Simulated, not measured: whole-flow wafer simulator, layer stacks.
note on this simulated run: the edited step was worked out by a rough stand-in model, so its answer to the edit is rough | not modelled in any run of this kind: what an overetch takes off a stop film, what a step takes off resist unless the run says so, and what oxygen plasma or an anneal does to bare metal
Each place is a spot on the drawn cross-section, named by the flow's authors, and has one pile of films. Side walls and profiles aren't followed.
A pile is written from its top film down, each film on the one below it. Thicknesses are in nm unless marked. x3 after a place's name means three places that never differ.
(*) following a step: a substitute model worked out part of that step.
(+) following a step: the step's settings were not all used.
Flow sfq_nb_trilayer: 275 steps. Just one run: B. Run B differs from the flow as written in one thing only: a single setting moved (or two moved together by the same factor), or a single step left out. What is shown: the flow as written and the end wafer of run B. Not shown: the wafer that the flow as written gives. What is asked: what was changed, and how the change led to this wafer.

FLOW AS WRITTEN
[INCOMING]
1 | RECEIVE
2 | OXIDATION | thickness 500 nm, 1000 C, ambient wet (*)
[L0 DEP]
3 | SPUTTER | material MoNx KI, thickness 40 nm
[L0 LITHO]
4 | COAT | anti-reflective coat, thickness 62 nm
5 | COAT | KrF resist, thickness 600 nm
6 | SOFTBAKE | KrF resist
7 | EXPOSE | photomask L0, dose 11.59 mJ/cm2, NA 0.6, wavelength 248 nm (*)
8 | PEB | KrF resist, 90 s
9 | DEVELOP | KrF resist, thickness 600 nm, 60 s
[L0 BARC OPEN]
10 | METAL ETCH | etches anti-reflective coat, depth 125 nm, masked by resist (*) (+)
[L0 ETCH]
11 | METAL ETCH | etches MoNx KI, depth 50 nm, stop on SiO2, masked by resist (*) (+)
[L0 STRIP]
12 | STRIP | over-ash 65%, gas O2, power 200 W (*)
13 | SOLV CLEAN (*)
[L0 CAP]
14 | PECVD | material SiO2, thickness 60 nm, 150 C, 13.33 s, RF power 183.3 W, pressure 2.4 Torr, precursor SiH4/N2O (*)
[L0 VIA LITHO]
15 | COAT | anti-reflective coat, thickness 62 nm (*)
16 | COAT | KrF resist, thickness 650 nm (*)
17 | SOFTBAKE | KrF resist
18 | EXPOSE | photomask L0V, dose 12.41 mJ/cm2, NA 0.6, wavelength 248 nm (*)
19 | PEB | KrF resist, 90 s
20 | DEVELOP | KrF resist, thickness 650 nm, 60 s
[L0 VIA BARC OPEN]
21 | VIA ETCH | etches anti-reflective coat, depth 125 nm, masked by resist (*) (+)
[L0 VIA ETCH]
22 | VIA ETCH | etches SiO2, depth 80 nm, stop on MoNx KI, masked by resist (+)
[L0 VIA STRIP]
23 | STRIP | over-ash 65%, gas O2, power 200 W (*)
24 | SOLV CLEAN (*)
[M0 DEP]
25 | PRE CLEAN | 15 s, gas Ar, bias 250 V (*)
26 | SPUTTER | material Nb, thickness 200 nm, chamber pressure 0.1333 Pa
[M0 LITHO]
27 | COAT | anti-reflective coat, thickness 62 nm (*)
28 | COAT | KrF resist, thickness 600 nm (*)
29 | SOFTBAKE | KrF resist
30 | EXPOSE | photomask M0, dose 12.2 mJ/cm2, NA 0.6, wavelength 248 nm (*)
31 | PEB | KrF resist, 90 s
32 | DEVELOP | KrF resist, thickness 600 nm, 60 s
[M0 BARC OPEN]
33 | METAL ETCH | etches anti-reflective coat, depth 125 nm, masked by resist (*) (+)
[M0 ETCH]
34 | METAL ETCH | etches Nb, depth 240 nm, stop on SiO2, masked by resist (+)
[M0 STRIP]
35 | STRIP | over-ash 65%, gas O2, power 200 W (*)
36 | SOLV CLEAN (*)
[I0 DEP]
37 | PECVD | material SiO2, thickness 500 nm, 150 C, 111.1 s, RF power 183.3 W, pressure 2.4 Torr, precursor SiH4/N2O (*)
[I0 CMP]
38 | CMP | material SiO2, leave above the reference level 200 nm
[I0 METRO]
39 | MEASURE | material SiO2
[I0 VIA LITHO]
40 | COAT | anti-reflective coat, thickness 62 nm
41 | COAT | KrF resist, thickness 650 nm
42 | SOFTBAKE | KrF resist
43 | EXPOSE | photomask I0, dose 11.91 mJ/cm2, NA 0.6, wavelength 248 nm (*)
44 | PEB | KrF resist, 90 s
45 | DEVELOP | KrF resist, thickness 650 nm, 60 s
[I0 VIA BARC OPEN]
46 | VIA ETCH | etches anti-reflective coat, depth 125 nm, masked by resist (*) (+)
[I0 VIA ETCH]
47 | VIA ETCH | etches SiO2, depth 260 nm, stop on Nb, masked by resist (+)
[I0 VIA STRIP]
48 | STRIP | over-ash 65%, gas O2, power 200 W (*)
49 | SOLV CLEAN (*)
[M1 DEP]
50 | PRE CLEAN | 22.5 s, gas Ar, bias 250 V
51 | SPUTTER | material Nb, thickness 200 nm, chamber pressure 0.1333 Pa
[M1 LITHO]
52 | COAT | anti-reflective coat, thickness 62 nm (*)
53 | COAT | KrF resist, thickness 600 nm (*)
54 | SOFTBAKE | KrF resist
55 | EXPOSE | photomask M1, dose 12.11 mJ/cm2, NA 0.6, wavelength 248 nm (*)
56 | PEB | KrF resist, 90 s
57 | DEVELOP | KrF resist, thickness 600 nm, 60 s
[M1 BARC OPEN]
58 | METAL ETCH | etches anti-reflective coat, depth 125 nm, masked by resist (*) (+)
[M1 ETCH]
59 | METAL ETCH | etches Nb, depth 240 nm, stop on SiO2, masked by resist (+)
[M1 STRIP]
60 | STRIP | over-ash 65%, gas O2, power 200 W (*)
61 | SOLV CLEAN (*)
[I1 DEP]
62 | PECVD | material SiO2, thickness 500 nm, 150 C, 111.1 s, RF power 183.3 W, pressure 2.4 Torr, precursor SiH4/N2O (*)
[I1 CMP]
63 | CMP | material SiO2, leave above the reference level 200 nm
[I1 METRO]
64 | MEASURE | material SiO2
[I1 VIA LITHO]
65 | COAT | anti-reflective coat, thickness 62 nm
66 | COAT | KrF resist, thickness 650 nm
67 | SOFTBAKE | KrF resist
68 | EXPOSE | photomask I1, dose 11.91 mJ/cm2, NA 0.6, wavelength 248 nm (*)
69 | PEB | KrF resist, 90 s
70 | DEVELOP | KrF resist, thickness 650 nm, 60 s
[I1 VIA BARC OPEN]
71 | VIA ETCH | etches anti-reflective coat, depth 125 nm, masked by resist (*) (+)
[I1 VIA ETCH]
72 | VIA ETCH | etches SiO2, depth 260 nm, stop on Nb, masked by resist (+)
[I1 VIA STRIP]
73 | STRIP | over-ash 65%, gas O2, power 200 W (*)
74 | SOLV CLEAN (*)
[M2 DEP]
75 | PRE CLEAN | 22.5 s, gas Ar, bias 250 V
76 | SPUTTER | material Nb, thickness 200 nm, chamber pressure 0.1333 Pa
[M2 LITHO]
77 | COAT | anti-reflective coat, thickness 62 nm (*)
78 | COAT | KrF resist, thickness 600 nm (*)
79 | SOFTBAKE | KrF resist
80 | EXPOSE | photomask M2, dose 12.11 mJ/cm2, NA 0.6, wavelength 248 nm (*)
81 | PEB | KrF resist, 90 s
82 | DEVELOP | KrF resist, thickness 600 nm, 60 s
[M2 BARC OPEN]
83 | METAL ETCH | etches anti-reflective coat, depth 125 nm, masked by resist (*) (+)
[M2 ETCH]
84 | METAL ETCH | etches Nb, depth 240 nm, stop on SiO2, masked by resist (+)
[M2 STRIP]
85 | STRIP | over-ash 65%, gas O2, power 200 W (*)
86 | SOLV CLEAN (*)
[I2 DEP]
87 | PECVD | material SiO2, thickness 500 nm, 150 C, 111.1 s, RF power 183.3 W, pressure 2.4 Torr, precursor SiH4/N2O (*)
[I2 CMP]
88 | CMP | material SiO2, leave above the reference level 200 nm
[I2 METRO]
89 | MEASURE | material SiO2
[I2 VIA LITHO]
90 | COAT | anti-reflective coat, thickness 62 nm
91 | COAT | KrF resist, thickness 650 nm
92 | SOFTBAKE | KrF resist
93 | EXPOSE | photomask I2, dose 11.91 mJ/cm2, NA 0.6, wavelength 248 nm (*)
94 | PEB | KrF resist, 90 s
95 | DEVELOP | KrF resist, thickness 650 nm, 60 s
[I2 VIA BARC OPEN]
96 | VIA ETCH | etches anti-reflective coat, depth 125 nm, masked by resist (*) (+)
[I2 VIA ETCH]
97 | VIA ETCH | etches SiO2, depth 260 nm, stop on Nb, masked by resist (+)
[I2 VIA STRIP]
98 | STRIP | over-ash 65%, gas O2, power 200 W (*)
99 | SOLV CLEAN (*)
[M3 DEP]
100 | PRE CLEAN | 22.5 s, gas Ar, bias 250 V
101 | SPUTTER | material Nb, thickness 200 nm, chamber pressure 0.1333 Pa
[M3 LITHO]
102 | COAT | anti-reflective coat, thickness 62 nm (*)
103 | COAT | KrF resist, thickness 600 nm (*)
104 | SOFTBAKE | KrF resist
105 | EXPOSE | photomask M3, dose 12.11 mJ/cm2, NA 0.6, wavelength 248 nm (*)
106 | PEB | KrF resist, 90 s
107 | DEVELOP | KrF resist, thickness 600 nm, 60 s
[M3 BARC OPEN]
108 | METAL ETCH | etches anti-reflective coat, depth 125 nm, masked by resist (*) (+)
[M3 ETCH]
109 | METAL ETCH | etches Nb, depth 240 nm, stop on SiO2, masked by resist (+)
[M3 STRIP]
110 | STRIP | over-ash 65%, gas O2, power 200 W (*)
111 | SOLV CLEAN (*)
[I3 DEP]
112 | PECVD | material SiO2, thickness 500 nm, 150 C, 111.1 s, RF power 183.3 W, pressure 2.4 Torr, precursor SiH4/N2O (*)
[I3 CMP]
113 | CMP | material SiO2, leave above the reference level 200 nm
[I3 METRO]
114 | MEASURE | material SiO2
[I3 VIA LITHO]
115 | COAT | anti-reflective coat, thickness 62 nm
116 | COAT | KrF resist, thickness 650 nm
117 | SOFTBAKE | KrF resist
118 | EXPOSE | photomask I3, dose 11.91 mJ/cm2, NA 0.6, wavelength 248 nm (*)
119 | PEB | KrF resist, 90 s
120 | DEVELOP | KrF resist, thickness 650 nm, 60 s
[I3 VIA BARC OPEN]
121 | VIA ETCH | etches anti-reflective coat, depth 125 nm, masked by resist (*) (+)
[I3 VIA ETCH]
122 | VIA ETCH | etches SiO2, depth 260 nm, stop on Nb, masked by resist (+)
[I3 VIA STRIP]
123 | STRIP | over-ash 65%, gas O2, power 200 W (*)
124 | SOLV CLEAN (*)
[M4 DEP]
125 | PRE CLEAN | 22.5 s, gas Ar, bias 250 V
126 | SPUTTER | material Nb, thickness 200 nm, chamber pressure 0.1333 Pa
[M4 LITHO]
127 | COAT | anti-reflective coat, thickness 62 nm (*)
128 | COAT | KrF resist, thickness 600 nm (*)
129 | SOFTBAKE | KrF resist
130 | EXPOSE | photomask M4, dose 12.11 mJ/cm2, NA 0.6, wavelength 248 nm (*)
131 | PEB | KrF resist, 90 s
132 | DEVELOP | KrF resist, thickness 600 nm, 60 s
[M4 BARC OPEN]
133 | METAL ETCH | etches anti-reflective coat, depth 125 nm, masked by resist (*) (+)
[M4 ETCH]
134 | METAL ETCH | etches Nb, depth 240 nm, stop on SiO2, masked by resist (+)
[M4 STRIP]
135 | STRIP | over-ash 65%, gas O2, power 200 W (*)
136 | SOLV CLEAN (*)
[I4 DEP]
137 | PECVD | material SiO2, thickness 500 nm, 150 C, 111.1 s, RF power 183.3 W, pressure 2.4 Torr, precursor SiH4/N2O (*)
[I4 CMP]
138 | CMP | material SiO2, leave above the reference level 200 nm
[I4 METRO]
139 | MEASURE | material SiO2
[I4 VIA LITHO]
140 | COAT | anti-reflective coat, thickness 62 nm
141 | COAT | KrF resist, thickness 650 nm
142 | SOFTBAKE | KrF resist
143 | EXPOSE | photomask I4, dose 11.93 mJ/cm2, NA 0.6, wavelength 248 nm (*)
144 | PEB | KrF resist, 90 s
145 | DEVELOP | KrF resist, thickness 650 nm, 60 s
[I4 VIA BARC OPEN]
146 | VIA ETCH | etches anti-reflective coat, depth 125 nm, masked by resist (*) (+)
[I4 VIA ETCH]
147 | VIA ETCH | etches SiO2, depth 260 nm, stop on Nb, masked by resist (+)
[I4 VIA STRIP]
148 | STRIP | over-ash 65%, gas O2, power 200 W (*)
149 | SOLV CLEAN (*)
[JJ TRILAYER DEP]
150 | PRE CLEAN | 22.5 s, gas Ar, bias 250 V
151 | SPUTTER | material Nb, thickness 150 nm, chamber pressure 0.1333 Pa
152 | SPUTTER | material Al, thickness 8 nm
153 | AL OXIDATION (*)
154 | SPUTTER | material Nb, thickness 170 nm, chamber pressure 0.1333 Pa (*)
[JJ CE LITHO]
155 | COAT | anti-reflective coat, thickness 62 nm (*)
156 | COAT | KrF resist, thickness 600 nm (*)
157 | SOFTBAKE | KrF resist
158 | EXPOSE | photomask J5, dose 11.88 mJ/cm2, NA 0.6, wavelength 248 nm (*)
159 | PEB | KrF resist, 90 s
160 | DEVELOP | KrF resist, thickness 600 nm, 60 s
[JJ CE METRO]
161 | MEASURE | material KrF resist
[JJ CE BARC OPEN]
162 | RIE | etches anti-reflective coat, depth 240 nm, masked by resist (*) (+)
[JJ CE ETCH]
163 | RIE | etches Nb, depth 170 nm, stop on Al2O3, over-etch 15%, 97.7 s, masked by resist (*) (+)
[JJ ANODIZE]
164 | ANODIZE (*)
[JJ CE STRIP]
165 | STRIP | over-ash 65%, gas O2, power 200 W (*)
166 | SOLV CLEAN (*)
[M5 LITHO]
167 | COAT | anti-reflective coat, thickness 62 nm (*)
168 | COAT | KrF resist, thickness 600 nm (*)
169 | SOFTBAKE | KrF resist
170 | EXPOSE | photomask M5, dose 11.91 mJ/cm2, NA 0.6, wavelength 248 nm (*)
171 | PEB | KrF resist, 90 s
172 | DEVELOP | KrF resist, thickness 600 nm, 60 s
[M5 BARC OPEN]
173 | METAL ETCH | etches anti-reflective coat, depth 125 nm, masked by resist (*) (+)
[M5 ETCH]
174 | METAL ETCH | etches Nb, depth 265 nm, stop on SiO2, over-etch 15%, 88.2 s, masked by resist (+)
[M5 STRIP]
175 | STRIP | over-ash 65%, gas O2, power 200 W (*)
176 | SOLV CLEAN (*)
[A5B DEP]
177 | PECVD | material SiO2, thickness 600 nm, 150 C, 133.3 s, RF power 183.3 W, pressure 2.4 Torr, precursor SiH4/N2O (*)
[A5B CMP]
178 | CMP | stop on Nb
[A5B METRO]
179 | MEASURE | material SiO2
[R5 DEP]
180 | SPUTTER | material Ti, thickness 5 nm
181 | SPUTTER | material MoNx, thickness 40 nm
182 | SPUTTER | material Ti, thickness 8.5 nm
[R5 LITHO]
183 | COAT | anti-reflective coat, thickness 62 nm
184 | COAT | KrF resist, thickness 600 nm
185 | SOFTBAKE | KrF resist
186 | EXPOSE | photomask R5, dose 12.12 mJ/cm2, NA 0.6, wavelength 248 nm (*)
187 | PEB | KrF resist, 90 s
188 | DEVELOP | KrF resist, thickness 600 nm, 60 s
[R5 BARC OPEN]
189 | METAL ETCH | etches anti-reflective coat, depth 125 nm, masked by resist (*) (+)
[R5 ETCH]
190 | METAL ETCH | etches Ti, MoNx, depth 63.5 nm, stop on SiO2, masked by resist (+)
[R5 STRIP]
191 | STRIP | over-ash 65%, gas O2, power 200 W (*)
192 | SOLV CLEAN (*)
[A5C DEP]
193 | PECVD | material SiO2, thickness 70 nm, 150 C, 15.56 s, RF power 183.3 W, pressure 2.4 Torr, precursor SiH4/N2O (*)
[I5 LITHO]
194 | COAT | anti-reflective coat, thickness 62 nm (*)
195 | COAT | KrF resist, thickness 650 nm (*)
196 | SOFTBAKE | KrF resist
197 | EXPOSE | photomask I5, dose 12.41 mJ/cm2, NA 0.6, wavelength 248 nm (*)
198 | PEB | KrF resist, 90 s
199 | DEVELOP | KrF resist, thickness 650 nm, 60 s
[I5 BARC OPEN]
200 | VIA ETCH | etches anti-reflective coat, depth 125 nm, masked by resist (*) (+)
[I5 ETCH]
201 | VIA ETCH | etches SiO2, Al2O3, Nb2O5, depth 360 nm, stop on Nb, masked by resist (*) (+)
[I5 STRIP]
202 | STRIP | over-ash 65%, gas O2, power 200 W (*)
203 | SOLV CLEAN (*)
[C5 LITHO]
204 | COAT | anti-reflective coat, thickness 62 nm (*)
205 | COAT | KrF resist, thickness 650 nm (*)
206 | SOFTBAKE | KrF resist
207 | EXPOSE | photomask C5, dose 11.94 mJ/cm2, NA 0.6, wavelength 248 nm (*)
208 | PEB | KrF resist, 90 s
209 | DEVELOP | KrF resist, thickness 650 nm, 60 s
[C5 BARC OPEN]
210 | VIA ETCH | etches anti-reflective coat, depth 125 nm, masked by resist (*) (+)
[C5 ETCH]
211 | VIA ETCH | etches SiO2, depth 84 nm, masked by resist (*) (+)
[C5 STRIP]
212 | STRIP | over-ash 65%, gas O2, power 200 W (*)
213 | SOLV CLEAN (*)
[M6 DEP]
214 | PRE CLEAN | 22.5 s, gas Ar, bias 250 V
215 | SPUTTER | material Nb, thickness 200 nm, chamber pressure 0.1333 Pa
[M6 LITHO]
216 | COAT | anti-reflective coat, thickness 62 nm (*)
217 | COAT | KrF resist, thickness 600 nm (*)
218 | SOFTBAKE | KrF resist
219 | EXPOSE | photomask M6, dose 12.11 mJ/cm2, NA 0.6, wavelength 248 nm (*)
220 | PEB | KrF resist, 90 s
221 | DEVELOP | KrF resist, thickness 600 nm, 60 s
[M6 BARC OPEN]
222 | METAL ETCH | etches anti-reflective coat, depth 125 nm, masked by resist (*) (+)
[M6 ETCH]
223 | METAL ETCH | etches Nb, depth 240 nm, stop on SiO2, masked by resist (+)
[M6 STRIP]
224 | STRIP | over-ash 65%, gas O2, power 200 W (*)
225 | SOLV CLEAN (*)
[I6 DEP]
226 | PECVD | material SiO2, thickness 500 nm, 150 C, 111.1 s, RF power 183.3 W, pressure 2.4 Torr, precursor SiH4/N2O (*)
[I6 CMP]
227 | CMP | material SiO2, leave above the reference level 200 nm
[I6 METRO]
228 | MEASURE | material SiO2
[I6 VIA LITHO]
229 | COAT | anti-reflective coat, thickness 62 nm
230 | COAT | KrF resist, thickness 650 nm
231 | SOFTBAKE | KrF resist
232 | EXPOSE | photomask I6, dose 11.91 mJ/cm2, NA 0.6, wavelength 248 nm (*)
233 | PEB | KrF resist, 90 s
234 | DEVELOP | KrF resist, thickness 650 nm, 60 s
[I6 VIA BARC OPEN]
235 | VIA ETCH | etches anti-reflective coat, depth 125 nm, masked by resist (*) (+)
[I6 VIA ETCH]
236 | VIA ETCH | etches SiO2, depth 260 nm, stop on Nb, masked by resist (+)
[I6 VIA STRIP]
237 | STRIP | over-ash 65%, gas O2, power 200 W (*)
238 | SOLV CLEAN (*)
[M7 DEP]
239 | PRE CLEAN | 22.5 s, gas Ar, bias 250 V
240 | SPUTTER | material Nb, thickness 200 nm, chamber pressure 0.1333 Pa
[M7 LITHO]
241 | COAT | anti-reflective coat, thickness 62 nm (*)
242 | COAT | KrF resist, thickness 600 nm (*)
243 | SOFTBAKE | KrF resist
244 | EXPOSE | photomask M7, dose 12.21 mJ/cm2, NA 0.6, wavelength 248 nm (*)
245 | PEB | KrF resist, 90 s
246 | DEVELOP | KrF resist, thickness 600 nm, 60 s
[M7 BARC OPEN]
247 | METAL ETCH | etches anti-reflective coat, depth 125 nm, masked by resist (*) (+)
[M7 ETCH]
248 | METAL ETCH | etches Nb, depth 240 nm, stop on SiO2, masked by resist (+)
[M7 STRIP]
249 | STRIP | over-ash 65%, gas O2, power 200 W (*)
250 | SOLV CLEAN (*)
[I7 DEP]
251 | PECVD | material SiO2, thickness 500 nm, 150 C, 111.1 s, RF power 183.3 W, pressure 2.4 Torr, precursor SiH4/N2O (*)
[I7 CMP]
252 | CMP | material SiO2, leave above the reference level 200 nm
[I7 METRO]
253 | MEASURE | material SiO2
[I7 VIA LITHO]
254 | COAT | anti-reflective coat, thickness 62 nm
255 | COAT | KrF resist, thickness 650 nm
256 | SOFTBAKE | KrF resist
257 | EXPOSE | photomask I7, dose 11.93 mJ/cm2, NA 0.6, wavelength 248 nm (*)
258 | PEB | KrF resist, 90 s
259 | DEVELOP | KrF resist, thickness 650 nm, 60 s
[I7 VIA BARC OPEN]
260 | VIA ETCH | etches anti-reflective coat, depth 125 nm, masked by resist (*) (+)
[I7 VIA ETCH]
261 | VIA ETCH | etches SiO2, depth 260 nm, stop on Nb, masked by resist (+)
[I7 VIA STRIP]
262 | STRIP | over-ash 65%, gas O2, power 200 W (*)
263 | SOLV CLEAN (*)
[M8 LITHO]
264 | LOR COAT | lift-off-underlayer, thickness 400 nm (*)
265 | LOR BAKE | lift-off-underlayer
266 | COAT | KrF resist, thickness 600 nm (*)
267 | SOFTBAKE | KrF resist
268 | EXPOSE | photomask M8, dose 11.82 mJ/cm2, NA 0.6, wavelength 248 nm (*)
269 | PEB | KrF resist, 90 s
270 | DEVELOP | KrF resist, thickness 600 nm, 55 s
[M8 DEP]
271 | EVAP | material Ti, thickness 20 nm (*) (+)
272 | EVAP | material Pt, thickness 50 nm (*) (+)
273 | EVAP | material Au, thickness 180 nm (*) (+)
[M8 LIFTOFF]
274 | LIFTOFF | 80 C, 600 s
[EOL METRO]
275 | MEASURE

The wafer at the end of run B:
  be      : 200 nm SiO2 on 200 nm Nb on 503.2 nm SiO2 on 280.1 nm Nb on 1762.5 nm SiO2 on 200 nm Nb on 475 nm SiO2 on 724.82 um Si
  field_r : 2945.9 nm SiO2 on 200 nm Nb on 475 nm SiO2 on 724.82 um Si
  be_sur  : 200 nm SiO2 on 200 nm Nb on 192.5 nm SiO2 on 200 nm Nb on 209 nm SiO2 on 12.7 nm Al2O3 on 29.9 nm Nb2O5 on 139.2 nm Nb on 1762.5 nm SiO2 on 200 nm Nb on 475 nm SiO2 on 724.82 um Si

Cause: step 2, OXIDATION: thickness 420 nm was run, whereas the flow has thickness 500 nm.

The path from the change to this, step by step:
  2 | OXIDATION | thickness 500 nm, 1000 C, ambient wet (*)
      field_l, v_sur, via_wl and 103 more: +420 SiO2 (new film), -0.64 chemical SiO2 (all of it), -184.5 Si (in the flow as written it would be: +500 SiO2 (new film), -0.64 chemical SiO2 (all of it), -219.7 Si)
